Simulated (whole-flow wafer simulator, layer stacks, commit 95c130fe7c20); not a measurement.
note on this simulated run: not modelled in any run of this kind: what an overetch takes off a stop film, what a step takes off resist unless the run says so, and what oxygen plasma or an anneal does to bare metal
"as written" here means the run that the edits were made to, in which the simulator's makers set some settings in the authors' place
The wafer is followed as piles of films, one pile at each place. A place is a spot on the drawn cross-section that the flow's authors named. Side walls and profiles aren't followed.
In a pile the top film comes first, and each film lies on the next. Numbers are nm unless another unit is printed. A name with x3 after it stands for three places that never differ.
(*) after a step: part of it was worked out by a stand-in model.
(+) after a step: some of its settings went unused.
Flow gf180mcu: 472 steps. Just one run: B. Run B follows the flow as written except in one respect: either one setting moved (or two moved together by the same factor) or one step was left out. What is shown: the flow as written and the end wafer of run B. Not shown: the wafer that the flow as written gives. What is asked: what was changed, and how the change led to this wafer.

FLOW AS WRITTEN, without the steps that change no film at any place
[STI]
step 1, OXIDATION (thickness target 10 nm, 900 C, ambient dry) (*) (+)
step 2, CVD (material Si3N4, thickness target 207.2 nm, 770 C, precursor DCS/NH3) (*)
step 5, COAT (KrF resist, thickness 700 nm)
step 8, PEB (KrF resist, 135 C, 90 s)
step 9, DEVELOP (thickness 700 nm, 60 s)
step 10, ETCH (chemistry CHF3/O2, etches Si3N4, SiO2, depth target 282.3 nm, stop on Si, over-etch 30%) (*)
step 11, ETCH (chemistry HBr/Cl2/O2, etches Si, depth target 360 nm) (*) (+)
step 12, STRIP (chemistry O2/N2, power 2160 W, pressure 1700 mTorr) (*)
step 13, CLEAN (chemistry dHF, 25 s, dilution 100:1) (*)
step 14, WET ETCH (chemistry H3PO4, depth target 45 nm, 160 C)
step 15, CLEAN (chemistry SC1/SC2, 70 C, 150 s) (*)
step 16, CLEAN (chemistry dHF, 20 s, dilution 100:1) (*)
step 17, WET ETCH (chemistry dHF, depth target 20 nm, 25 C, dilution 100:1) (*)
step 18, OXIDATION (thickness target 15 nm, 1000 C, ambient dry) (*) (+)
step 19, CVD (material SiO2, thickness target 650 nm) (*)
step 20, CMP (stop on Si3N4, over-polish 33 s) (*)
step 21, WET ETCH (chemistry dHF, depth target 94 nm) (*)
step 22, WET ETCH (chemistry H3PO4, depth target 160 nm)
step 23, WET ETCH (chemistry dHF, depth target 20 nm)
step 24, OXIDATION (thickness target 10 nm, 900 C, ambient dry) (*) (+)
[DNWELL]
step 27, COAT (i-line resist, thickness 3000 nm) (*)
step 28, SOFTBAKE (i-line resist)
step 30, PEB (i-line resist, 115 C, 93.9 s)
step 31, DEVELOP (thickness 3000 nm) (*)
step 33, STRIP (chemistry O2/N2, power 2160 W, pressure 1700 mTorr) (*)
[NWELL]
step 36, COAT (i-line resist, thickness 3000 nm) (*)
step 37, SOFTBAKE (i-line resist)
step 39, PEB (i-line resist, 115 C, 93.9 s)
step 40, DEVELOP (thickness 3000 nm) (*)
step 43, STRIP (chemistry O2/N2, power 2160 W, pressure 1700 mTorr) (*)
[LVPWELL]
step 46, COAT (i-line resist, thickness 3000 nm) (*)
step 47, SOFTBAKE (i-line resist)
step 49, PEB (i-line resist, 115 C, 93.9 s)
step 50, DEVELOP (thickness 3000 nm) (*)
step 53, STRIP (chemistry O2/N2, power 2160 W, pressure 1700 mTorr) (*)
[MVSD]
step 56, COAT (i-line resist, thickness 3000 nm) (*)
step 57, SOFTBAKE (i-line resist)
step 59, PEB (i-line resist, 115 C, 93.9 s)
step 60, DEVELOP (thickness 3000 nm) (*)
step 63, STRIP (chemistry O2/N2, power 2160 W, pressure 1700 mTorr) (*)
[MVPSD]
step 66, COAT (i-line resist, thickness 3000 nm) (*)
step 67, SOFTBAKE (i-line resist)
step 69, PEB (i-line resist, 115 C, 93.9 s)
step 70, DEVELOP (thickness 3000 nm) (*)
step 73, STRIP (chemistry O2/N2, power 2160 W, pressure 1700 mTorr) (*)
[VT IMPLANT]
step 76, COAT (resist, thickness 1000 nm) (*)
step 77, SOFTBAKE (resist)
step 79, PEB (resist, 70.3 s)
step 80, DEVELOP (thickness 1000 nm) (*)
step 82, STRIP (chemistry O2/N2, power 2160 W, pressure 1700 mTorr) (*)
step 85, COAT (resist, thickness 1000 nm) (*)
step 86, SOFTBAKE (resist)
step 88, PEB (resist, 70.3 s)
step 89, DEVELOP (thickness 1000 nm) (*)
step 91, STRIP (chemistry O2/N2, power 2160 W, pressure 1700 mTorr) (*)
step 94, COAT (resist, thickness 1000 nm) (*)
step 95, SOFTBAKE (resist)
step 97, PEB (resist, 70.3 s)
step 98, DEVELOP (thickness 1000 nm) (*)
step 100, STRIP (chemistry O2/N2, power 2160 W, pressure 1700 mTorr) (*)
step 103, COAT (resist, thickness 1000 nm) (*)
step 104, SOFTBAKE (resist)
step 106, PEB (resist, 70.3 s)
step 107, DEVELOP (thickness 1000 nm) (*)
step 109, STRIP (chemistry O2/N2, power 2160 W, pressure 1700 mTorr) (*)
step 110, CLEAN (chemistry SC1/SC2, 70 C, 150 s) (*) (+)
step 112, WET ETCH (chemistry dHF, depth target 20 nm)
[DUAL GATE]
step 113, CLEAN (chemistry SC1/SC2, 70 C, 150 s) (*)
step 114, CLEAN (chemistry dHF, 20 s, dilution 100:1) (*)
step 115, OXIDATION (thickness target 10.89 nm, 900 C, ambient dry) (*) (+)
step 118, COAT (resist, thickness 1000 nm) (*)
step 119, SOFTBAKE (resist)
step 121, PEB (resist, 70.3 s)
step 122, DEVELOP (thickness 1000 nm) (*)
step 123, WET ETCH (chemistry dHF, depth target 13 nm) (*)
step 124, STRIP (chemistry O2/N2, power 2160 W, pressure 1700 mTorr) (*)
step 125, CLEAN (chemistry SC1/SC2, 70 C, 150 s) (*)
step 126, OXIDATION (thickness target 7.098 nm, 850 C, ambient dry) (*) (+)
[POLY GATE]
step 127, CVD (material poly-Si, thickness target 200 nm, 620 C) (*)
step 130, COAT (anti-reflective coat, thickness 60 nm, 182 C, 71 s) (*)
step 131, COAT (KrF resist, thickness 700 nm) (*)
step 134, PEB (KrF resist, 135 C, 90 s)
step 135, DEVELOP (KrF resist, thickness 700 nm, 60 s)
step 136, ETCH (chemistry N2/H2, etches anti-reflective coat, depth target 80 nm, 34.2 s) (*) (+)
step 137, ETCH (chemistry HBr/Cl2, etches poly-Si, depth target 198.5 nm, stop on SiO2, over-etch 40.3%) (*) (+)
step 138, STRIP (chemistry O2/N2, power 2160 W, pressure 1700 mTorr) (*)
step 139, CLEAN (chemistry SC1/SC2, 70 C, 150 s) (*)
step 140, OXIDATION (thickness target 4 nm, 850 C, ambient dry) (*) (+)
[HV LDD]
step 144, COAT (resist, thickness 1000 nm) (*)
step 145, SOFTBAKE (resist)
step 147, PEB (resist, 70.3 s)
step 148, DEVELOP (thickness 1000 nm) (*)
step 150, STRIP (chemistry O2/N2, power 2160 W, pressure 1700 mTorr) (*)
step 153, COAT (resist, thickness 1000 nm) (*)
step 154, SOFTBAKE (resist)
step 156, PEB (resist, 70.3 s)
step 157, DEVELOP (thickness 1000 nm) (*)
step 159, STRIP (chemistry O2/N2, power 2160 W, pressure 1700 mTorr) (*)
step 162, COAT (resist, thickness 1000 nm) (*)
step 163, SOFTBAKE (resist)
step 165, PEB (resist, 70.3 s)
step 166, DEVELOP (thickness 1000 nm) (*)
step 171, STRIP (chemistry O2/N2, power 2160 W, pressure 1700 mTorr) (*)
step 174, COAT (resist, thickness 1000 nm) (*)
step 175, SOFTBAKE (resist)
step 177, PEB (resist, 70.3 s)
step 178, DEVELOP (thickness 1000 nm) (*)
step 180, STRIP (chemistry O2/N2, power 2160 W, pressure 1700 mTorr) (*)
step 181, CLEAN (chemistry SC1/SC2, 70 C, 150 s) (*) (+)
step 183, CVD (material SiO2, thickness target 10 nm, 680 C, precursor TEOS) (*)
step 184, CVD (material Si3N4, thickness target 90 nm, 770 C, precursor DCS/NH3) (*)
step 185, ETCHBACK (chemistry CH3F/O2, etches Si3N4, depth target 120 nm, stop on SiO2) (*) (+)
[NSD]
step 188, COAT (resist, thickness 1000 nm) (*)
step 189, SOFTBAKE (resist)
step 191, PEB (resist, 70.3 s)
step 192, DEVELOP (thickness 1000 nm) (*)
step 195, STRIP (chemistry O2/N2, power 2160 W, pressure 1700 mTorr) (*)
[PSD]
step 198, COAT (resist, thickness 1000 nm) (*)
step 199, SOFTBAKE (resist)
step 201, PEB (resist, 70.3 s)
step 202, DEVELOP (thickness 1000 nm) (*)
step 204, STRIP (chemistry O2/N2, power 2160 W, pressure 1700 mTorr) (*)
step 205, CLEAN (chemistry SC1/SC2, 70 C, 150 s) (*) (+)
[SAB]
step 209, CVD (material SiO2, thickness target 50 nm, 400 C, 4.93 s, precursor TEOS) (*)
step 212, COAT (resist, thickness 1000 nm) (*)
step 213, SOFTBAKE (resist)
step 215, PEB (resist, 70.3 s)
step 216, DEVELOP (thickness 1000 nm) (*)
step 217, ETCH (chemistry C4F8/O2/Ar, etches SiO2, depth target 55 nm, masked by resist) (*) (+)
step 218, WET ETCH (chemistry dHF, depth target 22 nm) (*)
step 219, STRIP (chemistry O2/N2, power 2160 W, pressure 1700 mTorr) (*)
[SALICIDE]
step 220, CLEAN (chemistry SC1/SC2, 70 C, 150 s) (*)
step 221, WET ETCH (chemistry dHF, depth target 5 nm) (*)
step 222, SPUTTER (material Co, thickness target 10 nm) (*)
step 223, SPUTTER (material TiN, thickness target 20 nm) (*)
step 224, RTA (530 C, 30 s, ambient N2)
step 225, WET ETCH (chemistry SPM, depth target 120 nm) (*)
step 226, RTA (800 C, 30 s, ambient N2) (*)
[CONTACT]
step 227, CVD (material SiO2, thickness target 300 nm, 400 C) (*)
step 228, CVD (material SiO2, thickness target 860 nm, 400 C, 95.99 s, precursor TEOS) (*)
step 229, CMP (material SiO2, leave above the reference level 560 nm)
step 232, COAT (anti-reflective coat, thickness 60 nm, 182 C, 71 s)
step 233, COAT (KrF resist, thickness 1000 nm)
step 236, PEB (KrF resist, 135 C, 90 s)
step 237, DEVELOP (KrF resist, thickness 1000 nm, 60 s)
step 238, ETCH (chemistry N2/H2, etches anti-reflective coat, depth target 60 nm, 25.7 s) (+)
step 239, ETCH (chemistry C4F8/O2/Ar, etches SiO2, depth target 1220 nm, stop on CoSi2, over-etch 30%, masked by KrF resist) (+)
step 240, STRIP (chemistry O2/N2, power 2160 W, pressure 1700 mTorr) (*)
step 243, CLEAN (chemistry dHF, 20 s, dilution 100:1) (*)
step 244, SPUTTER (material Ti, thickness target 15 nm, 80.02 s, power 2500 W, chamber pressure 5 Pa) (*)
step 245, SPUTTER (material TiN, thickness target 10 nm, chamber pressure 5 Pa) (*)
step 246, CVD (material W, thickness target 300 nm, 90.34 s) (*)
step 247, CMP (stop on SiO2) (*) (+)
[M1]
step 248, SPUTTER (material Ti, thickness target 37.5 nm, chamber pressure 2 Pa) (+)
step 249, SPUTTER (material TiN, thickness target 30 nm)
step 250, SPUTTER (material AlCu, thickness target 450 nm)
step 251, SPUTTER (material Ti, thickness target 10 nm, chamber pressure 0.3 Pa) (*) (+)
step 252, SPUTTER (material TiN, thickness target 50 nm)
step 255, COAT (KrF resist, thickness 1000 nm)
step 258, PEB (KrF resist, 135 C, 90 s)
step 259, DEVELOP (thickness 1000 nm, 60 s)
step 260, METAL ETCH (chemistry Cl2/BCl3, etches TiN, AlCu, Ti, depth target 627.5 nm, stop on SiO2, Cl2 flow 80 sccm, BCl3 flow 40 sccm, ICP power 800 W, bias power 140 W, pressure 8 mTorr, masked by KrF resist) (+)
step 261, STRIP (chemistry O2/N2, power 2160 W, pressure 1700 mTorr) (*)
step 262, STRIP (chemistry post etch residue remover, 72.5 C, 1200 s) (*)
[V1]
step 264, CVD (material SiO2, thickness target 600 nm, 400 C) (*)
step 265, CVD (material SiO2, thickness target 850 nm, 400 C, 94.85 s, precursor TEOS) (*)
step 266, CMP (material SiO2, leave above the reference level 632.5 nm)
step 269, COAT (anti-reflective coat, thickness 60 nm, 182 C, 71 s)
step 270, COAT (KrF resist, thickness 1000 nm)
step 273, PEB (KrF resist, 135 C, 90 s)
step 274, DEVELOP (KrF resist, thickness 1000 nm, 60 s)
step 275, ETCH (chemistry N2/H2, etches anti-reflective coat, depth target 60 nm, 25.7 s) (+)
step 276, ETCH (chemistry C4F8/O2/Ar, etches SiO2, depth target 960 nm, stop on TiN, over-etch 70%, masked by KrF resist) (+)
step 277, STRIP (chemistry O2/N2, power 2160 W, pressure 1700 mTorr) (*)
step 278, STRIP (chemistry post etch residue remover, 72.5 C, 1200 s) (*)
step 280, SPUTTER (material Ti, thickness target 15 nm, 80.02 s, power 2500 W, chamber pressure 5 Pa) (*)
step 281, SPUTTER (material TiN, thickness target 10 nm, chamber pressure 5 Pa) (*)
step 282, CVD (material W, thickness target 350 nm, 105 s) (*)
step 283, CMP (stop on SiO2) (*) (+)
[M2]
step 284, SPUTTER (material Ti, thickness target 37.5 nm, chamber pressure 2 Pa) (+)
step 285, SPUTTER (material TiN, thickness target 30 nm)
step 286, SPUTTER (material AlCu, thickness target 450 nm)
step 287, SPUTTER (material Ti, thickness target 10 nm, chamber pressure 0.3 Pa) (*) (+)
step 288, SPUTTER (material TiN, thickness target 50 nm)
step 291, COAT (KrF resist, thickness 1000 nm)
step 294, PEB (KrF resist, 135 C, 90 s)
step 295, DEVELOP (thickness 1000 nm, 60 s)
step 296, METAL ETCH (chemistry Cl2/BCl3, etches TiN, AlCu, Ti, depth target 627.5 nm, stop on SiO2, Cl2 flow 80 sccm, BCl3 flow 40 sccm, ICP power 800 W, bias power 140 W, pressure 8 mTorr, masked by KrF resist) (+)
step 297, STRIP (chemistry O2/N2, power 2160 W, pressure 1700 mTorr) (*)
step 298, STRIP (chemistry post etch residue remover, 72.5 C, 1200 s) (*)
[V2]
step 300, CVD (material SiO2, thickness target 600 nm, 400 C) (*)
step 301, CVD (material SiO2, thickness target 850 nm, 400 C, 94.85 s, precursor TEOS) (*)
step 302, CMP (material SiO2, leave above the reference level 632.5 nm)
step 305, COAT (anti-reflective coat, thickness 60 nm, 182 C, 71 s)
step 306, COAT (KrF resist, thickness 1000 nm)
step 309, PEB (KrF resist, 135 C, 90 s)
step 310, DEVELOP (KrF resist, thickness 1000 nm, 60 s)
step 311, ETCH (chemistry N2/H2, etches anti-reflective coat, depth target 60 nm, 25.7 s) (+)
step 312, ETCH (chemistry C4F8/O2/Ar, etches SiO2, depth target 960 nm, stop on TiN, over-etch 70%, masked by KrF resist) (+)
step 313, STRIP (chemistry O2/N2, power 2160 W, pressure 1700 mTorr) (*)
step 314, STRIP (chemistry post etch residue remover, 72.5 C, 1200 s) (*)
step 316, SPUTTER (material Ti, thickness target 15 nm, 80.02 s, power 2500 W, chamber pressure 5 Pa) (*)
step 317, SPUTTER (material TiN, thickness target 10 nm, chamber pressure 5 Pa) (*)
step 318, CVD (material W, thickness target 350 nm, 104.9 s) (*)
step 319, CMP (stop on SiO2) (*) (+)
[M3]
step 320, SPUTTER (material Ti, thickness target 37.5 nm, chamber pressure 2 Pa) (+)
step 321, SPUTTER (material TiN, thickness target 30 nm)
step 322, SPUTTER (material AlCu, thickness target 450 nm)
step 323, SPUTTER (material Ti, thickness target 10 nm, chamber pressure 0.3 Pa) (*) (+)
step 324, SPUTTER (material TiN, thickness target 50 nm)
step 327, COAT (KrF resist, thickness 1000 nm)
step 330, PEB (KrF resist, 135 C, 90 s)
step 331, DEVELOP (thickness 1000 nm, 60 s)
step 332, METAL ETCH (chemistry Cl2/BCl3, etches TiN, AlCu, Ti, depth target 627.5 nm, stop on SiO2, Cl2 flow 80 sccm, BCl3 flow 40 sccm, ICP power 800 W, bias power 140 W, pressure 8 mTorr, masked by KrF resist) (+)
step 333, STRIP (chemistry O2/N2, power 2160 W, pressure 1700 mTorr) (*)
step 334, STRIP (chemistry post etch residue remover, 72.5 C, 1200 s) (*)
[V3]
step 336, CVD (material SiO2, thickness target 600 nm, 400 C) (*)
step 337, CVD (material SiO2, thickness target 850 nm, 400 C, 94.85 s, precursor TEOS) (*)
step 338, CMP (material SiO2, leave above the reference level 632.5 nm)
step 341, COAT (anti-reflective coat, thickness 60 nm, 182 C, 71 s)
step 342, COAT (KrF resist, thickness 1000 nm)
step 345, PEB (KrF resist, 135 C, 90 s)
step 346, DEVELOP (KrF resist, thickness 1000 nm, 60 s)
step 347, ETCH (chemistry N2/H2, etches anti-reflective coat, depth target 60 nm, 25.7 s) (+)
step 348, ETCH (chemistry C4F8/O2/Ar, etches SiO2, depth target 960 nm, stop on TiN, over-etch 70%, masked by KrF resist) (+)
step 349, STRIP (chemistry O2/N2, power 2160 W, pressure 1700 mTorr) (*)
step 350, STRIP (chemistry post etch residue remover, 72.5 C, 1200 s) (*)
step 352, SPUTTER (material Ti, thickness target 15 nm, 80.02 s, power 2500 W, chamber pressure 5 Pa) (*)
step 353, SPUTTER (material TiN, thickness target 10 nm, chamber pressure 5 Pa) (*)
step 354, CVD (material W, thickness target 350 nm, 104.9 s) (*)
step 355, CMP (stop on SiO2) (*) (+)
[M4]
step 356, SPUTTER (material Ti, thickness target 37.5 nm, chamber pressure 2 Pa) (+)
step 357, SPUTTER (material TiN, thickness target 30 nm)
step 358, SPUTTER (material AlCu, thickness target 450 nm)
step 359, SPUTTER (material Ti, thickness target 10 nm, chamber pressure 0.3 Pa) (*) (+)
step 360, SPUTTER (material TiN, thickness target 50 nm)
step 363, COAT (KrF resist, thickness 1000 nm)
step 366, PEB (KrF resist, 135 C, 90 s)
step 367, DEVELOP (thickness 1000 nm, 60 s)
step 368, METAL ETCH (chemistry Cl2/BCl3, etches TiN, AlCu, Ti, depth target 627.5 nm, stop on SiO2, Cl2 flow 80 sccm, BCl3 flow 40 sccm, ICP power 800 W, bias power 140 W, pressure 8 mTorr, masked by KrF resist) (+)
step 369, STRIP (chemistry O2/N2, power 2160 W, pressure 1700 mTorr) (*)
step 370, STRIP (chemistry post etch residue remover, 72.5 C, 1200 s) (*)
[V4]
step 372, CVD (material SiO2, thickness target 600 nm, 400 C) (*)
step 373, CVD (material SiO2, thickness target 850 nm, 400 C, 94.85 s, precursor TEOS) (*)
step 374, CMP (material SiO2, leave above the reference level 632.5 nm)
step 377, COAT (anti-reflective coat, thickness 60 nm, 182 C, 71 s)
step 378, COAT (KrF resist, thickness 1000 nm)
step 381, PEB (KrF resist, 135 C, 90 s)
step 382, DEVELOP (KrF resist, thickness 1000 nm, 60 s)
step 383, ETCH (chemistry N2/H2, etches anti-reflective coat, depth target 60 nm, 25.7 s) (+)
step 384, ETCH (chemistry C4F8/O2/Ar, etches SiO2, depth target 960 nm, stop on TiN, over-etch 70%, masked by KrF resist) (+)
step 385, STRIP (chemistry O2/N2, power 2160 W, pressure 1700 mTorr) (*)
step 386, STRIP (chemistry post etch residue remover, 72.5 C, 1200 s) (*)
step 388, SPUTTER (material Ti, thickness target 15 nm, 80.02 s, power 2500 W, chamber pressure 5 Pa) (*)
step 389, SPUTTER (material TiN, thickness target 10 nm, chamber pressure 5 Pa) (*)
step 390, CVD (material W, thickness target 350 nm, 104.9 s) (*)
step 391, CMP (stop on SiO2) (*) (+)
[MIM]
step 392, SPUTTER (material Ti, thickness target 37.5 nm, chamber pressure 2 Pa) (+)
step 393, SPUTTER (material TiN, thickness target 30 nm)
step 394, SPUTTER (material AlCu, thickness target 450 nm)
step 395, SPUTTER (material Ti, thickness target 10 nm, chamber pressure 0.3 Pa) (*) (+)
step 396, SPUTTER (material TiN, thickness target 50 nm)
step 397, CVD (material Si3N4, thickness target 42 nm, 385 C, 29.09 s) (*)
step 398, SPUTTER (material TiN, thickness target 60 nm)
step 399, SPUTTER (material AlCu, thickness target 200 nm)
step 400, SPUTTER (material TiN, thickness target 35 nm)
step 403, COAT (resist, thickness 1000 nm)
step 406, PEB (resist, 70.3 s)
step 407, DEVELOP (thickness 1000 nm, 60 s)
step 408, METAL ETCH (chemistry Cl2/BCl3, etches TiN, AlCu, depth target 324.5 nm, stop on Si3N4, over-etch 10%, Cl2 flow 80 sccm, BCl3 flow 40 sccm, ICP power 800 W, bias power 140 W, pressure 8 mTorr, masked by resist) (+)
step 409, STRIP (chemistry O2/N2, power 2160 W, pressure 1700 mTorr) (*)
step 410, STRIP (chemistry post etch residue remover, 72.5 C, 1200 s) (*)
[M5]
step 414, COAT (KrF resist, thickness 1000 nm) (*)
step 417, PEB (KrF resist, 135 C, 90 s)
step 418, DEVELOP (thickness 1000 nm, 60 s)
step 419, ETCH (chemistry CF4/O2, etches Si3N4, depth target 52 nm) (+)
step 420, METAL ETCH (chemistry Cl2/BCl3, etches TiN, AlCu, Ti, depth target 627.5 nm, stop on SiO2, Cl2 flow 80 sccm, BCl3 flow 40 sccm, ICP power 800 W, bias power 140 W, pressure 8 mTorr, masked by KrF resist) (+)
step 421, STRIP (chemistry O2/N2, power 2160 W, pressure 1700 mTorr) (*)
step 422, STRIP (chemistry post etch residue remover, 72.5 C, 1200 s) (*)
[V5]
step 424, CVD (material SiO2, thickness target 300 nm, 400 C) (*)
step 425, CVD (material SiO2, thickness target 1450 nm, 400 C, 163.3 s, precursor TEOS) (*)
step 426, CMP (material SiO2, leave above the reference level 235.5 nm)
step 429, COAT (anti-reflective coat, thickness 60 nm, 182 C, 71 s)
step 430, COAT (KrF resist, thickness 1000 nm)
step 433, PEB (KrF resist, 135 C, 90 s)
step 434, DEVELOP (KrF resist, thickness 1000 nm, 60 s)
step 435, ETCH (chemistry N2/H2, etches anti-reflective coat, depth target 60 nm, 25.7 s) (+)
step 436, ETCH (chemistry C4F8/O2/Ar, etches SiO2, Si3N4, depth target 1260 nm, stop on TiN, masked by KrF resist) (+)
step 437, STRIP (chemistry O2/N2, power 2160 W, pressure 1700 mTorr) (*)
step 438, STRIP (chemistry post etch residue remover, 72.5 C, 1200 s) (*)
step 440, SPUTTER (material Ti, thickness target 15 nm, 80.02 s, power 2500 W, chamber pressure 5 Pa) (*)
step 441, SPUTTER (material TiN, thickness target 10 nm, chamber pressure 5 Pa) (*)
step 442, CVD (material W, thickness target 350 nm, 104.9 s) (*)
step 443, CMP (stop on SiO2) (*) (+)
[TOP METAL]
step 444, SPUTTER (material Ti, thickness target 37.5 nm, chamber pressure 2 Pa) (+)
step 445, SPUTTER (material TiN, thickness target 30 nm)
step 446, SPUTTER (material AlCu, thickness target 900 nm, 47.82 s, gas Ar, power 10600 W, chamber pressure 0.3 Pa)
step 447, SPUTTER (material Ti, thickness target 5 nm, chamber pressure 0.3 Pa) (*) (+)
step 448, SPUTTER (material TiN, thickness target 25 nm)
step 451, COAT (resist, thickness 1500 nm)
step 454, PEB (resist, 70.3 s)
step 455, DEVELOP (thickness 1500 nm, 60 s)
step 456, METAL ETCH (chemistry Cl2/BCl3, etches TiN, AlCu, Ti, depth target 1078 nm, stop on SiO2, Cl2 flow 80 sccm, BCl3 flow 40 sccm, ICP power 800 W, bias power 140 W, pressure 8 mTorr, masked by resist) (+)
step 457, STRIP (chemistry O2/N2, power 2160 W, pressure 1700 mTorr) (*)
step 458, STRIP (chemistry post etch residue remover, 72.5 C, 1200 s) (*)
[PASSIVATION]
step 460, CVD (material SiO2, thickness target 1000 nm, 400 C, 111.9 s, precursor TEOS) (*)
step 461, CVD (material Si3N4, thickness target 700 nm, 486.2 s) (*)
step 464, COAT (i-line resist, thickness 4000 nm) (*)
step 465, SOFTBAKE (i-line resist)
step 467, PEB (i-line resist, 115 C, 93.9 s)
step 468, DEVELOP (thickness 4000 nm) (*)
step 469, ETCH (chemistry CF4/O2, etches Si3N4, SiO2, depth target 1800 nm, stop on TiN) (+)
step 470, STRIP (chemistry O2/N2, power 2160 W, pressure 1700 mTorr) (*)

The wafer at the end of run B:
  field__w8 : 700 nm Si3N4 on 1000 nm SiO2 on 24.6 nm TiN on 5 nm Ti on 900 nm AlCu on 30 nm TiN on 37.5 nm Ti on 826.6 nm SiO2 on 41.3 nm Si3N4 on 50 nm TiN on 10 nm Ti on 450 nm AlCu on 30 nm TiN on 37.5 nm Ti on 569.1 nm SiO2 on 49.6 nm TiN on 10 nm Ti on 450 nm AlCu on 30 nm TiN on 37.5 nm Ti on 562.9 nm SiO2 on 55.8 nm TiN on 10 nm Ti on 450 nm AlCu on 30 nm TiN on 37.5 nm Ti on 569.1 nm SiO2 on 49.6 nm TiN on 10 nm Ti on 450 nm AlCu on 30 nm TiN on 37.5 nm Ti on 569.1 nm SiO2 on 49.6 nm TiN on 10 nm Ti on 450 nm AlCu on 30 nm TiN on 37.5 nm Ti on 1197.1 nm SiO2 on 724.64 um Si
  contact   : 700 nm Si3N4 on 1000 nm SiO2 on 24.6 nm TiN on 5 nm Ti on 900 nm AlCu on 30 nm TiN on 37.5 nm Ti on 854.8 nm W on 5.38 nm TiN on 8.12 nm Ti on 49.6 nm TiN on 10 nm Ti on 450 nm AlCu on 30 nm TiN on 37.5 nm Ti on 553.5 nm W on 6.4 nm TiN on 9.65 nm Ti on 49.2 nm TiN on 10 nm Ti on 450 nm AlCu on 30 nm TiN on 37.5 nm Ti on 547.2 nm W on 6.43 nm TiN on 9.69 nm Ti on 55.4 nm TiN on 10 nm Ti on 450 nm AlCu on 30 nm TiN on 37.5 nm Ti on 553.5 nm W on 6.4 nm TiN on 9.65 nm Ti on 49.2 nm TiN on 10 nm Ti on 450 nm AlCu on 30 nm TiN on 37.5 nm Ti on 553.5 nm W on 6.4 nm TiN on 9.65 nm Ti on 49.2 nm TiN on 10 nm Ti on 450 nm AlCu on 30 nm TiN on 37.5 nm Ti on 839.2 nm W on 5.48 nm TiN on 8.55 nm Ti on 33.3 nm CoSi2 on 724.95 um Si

Cause: step 324, SPUTTER: thickness target 56.2 nm was run, while the flow as written has thickness target 50 nm.

The path from the change to this, step by step:
  step 324, SPUTTER (material TiN, thickness target 50 nm)
      field, field__w1, field__w2 and 108 more: TiN gains 56.2 (new film) (as written it would have been: TiN gains 50 (new film))
  step 332, METAL ETCH (chemistry Cl2/BCl3, etches TiN, AlCu, Ti, depth target 627.5 nm, stop on SiO2, Cl2 flow 80 sccm, BCl3 flow 40 sccm, ICP power 800 W, bias power 140 W, pressure 8 mTorr, masked by KrF resist) (+)
      field, field__w1, field__w2 and 103 more: TiN loses 56.2 (all of it), Ti loses 10 (all of it), AlCu loses 450 (all of it), TiN loses 30 (all of it), Ti loses 37.5 (all of it) (as written it would have been: TiN loses 50 (all of it), Ti loses 10 (all of it), AlCu loses 450 (all of it), TiN loses 30 (all of it), Ti loses 37.5 (all of it))
